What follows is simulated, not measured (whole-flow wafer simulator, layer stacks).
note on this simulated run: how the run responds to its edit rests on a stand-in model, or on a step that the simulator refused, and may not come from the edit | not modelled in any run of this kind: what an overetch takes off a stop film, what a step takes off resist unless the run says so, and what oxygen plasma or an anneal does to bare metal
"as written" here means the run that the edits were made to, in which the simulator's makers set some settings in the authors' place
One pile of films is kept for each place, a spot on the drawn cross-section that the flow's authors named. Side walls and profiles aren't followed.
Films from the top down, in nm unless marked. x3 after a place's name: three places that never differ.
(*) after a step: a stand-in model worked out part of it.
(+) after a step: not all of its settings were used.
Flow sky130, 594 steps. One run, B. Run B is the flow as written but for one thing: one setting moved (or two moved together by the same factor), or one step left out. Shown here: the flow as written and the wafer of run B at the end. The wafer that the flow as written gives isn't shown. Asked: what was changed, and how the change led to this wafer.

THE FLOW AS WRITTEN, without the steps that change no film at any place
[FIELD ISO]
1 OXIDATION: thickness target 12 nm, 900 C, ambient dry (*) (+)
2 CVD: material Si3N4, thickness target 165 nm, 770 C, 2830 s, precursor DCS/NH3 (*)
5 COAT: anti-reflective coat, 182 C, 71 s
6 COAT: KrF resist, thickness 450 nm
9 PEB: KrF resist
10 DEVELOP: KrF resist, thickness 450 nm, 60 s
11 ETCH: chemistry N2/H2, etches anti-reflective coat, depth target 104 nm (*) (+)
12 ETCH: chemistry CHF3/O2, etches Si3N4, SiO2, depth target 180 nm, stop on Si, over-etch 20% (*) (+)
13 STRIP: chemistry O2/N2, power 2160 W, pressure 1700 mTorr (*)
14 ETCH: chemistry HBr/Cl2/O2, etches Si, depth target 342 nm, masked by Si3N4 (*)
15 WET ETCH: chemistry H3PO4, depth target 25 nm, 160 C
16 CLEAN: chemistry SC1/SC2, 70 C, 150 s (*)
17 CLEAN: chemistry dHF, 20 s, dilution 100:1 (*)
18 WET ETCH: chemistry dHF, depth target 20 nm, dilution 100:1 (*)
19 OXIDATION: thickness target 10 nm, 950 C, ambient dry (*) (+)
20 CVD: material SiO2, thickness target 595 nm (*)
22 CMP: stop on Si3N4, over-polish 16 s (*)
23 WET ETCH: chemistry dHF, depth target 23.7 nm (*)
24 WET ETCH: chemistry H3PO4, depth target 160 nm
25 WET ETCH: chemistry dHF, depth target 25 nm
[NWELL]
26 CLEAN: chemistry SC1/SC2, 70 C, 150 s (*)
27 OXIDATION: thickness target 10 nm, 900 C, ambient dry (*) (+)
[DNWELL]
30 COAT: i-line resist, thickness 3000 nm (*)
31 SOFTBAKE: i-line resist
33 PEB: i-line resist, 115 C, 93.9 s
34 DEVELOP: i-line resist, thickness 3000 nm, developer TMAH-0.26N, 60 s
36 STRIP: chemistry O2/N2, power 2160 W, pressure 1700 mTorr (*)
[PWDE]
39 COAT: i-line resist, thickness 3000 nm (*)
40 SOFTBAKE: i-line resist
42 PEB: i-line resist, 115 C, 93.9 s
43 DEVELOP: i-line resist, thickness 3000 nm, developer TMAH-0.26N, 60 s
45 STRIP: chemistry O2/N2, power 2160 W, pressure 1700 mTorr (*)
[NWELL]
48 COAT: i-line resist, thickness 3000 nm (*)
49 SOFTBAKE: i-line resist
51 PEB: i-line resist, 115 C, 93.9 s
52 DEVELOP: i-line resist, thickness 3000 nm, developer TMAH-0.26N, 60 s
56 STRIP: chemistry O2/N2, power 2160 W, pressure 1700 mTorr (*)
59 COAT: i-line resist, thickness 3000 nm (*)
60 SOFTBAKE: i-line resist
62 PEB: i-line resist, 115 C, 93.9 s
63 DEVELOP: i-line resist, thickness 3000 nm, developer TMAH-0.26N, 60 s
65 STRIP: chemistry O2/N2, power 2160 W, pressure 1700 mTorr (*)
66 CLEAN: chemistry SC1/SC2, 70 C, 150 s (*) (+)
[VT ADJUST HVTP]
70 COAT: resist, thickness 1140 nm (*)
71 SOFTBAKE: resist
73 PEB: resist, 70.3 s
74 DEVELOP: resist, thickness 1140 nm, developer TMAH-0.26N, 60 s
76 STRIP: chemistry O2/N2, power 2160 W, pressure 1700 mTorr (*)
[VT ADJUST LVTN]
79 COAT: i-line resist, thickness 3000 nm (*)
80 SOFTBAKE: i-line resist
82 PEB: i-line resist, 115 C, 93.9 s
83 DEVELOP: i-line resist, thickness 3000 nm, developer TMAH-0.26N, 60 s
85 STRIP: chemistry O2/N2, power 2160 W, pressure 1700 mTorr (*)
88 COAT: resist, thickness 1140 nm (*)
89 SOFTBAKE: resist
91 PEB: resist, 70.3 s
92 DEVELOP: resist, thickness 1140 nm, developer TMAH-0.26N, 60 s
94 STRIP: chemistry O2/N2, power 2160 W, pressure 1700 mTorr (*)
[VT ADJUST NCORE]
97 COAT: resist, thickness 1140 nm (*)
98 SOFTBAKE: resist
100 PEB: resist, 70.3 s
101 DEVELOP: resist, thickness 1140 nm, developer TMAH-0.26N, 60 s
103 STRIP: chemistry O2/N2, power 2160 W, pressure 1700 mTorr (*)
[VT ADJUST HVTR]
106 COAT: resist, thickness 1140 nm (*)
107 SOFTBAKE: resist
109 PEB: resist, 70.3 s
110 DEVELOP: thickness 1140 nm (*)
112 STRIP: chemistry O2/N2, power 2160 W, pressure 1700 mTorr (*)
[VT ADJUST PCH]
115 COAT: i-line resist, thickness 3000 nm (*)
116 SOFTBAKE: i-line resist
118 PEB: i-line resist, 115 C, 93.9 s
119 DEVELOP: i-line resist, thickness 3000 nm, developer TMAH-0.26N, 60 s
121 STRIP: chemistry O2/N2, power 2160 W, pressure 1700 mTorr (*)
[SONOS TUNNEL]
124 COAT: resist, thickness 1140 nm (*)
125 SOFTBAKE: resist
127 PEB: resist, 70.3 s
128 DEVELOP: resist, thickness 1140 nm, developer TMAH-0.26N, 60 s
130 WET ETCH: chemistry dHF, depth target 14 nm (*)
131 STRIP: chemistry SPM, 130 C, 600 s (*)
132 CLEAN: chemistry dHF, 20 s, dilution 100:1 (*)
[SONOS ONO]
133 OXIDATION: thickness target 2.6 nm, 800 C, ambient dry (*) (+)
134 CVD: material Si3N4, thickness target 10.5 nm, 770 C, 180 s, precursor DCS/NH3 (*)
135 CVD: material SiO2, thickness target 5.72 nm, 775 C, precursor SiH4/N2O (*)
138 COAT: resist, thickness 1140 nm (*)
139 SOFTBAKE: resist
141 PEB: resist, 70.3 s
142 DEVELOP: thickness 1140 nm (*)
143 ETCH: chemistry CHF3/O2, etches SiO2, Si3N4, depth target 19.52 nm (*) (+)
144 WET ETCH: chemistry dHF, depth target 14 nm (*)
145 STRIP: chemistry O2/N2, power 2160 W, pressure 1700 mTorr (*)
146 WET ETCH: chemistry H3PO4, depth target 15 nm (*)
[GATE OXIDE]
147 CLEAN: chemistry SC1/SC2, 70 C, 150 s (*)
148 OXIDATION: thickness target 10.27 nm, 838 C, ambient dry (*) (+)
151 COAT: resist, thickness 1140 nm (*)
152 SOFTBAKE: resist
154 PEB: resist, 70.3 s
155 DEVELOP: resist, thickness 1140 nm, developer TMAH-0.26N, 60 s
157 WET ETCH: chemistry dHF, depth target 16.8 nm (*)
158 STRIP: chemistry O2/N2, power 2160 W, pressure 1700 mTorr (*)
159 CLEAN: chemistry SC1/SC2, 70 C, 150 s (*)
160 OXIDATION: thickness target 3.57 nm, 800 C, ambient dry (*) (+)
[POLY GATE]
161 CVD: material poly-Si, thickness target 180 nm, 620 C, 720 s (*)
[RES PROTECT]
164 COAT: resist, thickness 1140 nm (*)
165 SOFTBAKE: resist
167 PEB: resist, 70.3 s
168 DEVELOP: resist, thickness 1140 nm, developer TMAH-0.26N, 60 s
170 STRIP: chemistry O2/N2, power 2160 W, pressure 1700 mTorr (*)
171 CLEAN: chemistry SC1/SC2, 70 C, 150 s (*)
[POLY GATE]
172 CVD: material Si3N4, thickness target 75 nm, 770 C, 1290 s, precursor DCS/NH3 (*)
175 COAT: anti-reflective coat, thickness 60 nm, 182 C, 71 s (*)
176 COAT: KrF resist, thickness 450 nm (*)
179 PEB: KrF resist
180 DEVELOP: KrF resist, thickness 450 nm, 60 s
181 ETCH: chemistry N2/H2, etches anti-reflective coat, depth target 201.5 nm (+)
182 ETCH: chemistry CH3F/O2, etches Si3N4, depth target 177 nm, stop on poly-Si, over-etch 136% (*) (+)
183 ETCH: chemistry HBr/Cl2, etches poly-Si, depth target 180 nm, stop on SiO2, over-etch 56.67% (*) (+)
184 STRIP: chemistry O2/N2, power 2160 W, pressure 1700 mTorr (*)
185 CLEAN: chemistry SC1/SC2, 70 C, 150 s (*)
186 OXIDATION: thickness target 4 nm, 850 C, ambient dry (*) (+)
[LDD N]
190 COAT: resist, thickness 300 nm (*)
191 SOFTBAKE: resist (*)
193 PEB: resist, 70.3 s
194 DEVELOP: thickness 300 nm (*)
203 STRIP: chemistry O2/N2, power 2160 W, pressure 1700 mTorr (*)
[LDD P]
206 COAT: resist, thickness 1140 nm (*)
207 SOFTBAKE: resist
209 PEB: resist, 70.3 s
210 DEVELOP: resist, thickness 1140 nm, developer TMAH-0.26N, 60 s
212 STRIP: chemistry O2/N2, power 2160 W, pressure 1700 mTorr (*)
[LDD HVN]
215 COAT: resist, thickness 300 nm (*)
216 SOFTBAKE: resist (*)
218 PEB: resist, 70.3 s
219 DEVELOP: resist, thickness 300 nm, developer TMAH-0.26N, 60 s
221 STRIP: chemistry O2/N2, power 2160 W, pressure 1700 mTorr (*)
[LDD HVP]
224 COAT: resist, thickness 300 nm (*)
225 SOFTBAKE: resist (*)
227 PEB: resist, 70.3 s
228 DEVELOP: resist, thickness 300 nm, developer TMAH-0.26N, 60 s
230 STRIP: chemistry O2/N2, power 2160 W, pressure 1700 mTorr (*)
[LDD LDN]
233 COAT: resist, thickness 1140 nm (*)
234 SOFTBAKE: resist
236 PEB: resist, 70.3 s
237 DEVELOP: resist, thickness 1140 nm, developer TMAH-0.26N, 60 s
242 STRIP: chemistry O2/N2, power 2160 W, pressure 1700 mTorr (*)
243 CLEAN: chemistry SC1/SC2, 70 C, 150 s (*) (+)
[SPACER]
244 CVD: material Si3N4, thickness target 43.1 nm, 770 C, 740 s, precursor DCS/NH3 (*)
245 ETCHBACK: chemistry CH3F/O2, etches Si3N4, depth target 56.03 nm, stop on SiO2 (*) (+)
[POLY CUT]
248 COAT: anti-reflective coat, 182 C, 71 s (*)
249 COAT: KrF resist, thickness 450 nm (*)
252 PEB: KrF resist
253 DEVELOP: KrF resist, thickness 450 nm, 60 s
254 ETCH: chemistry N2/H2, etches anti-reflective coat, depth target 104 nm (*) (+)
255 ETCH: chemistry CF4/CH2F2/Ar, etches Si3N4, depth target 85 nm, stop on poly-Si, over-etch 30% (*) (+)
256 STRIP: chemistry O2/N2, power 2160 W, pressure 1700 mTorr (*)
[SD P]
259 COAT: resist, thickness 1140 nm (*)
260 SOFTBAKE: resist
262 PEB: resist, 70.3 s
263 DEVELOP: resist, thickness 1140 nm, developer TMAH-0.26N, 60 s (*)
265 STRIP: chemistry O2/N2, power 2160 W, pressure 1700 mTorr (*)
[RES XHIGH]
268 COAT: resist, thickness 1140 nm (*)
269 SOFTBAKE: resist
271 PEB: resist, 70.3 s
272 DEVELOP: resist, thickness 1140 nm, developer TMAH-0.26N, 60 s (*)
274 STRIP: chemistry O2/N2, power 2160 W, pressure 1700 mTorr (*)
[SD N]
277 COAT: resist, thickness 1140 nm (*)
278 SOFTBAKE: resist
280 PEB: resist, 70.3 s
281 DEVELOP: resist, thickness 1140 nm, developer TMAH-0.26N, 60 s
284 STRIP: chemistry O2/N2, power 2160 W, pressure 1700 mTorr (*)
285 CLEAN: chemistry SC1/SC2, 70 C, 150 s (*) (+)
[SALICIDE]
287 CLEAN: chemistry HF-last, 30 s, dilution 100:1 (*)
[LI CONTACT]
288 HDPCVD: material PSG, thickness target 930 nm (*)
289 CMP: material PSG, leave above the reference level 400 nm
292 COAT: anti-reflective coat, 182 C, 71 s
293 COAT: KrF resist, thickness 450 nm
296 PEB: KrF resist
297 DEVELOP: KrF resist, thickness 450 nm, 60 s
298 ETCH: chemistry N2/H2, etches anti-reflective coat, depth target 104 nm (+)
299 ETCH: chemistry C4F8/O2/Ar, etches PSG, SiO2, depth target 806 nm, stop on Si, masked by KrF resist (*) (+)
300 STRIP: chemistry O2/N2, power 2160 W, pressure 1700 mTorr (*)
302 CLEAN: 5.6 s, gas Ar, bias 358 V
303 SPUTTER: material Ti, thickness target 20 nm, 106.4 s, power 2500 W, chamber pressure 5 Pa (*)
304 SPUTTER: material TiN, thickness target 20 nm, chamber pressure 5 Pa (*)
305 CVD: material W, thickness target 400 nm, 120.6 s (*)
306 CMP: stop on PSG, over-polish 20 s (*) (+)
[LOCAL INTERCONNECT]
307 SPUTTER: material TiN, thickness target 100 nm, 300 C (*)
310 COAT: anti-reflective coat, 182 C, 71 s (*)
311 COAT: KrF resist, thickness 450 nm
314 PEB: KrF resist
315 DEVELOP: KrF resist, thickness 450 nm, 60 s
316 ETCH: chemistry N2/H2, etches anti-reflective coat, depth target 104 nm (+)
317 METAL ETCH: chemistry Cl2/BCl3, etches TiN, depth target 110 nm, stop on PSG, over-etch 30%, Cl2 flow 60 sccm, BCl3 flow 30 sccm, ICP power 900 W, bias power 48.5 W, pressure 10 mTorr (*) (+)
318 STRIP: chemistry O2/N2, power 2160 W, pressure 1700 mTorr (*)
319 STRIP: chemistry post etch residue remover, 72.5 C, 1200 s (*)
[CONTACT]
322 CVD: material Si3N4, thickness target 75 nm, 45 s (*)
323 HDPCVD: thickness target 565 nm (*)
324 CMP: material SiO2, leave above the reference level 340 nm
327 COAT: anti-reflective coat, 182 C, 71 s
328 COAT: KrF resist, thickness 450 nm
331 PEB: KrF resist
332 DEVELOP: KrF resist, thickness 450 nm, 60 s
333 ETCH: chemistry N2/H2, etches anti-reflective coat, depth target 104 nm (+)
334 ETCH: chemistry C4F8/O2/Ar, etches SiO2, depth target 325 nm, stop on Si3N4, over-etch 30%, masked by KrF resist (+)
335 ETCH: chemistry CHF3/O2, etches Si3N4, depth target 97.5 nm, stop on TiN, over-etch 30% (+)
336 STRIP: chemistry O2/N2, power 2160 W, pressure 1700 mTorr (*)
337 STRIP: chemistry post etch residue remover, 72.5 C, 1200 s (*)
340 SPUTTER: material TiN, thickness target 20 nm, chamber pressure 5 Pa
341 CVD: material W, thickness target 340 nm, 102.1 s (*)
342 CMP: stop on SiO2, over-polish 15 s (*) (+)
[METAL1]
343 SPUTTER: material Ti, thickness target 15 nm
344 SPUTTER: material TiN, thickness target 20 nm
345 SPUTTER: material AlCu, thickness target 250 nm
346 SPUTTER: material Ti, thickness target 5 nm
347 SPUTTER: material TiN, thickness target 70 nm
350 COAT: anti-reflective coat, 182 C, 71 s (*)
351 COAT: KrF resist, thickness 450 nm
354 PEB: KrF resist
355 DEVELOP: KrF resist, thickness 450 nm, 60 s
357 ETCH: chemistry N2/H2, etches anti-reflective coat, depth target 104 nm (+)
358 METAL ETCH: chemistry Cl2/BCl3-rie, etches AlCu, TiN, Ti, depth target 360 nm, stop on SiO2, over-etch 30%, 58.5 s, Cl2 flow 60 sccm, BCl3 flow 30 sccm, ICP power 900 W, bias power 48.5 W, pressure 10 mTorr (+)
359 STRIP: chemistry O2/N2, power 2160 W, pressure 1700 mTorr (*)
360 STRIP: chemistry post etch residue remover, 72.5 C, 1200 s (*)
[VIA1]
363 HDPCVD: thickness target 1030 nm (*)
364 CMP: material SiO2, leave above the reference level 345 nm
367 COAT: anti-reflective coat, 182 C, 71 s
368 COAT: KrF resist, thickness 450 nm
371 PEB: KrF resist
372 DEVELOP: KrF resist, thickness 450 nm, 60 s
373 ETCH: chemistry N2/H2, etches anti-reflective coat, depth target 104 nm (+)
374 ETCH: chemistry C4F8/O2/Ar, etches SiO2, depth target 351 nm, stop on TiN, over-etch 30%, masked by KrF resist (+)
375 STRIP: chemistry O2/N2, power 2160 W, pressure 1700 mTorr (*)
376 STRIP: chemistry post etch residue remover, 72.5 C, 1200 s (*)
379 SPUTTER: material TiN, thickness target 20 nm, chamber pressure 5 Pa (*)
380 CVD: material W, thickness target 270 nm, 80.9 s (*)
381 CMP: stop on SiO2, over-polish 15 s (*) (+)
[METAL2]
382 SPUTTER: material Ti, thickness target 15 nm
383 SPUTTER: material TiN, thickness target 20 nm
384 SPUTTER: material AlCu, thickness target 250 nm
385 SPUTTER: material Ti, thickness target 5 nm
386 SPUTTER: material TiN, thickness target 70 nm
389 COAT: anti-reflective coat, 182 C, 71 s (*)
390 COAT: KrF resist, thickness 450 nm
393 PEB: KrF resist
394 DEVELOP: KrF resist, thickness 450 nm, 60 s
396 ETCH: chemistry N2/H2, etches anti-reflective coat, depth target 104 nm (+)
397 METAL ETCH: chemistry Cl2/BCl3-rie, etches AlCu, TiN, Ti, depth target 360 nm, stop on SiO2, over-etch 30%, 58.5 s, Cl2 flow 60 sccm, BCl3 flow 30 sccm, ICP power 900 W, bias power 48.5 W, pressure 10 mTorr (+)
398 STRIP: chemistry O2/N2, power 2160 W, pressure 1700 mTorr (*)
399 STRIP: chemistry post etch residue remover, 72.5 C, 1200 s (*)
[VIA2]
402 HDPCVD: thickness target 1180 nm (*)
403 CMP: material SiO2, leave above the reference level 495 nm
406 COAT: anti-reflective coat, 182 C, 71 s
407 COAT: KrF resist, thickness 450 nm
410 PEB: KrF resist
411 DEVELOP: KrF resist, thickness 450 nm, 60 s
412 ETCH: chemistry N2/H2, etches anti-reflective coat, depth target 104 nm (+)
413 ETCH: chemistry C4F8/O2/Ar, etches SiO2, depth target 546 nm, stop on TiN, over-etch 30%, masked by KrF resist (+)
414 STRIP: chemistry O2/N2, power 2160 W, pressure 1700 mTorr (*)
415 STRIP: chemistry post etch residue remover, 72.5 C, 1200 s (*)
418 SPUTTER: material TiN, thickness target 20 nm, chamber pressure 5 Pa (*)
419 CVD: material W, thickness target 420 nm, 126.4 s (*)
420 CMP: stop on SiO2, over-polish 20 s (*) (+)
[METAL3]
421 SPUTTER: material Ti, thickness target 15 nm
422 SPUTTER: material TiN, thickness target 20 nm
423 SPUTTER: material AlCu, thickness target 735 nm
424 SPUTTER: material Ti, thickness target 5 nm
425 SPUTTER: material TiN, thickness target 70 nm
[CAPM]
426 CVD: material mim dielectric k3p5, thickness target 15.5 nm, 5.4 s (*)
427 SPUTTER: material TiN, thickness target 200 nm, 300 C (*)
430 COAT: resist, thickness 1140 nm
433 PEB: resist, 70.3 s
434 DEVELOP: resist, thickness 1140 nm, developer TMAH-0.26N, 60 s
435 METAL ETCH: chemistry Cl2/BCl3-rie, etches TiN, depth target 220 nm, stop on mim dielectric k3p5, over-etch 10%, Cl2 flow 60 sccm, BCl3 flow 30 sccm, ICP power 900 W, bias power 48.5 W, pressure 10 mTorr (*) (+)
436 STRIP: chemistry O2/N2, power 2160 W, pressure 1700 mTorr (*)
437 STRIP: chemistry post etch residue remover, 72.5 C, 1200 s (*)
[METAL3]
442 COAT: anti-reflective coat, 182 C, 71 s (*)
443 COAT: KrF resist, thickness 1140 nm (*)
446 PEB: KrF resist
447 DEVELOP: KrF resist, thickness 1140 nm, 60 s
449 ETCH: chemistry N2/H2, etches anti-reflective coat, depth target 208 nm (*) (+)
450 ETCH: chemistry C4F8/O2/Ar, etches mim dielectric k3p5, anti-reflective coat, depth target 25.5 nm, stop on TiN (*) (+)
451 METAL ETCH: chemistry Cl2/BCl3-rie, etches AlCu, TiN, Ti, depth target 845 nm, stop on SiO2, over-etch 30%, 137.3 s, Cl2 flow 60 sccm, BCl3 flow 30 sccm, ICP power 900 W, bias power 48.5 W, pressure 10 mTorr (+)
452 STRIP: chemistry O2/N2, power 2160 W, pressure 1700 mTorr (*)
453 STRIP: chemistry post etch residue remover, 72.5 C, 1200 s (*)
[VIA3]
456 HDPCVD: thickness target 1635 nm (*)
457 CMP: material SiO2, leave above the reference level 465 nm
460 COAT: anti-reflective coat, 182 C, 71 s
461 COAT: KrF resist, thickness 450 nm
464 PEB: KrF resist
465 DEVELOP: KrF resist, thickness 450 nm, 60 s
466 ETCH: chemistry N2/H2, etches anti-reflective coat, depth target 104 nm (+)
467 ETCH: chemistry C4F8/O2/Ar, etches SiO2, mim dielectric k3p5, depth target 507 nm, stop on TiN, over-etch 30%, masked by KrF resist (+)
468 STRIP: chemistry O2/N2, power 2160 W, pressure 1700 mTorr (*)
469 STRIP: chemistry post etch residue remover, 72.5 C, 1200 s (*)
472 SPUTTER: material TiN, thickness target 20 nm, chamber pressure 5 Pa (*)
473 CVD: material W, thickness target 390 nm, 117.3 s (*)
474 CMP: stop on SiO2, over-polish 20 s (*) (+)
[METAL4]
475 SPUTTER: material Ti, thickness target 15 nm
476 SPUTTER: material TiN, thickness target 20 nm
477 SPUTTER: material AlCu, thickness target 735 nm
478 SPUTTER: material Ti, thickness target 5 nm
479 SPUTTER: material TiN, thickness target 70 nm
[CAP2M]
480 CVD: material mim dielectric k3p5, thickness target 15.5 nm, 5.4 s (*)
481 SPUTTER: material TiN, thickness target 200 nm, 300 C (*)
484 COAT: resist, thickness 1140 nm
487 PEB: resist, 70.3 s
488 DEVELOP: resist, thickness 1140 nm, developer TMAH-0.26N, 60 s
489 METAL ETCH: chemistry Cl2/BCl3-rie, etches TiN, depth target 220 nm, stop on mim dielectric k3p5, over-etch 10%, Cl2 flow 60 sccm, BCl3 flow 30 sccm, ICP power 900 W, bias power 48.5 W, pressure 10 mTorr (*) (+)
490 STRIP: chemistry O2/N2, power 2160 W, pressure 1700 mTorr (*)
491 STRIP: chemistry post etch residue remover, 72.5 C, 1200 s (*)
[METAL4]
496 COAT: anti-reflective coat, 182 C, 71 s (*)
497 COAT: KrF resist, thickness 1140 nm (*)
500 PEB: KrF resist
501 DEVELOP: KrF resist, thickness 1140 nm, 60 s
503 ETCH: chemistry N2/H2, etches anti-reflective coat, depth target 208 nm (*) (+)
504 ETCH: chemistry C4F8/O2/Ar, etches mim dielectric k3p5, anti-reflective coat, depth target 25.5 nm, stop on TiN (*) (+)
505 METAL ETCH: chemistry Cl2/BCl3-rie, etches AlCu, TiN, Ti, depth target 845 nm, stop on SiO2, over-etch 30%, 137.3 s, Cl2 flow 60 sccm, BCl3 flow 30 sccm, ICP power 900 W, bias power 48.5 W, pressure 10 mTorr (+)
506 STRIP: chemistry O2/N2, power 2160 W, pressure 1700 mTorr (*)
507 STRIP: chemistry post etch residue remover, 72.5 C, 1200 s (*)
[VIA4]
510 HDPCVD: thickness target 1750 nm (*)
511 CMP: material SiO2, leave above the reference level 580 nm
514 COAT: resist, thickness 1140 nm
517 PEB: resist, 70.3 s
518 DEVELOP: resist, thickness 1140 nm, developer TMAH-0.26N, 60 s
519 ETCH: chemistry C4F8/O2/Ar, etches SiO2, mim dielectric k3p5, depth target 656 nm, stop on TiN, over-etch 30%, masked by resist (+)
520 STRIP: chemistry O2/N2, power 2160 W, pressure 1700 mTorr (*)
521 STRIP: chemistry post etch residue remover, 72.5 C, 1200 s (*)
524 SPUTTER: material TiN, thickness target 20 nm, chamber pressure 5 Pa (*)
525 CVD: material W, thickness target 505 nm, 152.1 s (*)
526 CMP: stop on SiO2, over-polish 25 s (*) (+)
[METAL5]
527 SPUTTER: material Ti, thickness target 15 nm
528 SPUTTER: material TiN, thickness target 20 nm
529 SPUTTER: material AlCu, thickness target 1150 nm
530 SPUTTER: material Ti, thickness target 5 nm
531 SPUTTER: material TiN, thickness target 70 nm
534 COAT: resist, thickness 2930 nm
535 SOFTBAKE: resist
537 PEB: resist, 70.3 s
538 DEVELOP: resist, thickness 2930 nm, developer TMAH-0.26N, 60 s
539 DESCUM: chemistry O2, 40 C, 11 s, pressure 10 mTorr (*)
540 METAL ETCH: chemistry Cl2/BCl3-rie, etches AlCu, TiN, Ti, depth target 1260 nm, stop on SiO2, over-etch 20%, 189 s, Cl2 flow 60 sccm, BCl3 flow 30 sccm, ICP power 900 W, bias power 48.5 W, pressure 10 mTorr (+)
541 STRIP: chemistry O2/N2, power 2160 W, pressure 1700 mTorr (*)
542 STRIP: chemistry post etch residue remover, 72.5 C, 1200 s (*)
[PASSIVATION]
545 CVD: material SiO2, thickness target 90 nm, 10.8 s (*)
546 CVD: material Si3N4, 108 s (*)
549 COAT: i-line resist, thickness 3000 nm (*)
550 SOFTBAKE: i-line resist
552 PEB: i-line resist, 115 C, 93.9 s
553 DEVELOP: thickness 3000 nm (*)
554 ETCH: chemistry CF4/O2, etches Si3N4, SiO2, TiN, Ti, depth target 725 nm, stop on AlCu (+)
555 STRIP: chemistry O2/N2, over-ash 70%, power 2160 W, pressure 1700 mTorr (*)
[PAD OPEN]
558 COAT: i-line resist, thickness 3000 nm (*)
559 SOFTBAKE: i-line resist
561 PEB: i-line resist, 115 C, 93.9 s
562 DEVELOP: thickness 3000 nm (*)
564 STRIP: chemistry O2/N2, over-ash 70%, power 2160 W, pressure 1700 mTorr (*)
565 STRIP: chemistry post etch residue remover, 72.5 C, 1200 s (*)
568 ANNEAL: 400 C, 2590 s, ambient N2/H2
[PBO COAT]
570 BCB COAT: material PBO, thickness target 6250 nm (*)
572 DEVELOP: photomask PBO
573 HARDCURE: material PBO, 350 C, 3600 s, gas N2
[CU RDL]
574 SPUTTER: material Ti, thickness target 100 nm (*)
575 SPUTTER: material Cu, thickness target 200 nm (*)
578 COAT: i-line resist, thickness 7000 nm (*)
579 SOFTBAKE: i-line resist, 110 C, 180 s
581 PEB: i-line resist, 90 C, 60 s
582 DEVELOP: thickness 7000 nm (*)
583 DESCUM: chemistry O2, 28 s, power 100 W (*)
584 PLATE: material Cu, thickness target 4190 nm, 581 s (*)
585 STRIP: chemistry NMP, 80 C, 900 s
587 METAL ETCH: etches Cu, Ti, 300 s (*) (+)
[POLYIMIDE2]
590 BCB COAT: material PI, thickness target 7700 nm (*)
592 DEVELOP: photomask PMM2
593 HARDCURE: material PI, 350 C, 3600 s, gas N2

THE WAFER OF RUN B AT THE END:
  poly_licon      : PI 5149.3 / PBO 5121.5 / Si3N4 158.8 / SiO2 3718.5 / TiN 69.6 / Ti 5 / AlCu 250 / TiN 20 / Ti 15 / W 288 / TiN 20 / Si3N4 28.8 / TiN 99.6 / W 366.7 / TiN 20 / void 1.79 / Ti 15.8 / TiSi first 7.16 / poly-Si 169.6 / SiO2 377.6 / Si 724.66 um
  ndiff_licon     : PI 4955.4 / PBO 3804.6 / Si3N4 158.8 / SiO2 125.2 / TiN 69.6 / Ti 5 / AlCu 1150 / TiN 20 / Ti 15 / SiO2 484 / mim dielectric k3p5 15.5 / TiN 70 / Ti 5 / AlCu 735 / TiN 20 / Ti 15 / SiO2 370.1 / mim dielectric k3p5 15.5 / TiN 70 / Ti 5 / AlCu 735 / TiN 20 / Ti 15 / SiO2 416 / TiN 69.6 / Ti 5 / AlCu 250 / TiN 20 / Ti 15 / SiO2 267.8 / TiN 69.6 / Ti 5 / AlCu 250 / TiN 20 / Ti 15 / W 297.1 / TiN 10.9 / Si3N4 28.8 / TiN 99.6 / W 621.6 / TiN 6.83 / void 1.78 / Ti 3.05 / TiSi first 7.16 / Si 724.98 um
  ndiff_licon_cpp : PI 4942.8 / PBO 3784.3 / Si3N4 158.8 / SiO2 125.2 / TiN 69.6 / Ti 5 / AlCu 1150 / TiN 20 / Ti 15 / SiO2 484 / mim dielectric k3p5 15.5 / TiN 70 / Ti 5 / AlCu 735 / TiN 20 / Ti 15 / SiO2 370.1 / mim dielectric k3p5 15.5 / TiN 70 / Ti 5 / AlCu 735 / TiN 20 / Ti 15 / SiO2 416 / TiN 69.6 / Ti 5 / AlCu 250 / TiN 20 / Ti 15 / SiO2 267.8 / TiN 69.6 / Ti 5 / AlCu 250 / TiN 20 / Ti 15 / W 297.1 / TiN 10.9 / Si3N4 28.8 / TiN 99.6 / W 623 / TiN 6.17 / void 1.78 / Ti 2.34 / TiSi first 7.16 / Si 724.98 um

The cause: step 335, ETCH: depth target 45.8 nm was run, where the flow has depth target 97.5 nm.

How the change led to this, step by step:
  335 ETCH: chemistry CHF3/O2, etches Si3N4, depth target 97.5 nm, stop on TiN, over-etch 30% (+)
      poly_licon, ndiff_licon, ndiff_licon_cpp, rpo_hd_licon: Si3N4 -45.8 (as written it would be: Si3N4 -75 (all of it))
      field, active, n_well and 184 more: KrF resist -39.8 (as written it would be: KrF resist -84.8)
  336 STRIP: chemistry O2/N2, power 2160 W, pressure 1700 mTorr (*)
      field, active, n_well and 184 more: KrF resist -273 (all of it), anti-reflective coat -80 (all of it) (as written it would be: KrF resist -228 (all of it), anti-reflective coat -80 (all of it))
  340 SPUTTER: material TiN, thickness target 20 nm, chamber pressure 5 Pa
      ndiff_licon, ndiff_licon_cpp, rpo_hd_licon: TiN +10.9 (new film) (as written it would be: TiN +10.4)
      poly_licon: TiN +20 (new film) (as written it would be: TiN +20)
  341 CVD: material W, thickness target 340 nm, 102.1 s (*)
      ndiff_licon, ndiff_licon_cpp, rpo_hd_licon: W +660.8 (new film) (as written it would be: W +690.5 (new film))
  342 CMP: stop on SiO2, over-polish 15 s (*) (+)
      poly_licon: W -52 (as written it would be: W -22.8)
Counting metal films that touch as one body, poly_licon has 3 bodies (between them, from the top down: Si3N4 28.8; void 1.79); the flow as written gives 2 bodies (between them, from the top down: void 1.79).
Counting metal films that touch as one body, ndiff_licon has 7 bodies (between them, from the top down: SiO2 484 / mim dielectric k3p5 15.5; SiO2 370.1 / mim dielectric k3p5 15.5; SiO2 416; SiO2 267.8; Si3N4 28.8; void 1.78); the flow as written gives 6 bodies (between them, from the top down: SiO2 484 / mim dielectric k3p5 15.5; SiO2 370.1 / mim dielectric k3p5 15.5; SiO2 416; SiO2 267.8; void 1.78).
Counting metal films that touch as one body, ndiff_licon_cpp has 7 bodies (between them, from the top down: SiO2 484 / mim dielectric k3p5 15.5; SiO2 370.1 / mim dielectric k3p5 15.5; SiO2 416; SiO2 267.8; Si3N4 28.8; void 1.78); the flow as written gives 6 bodies (between them, from the top down: SiO2 484 / mim dielectric k3p5 15.5; SiO2 370.1 / mim dielectric k3p5 15.5; SiO2 416; SiO2 267.8; void 1.78).
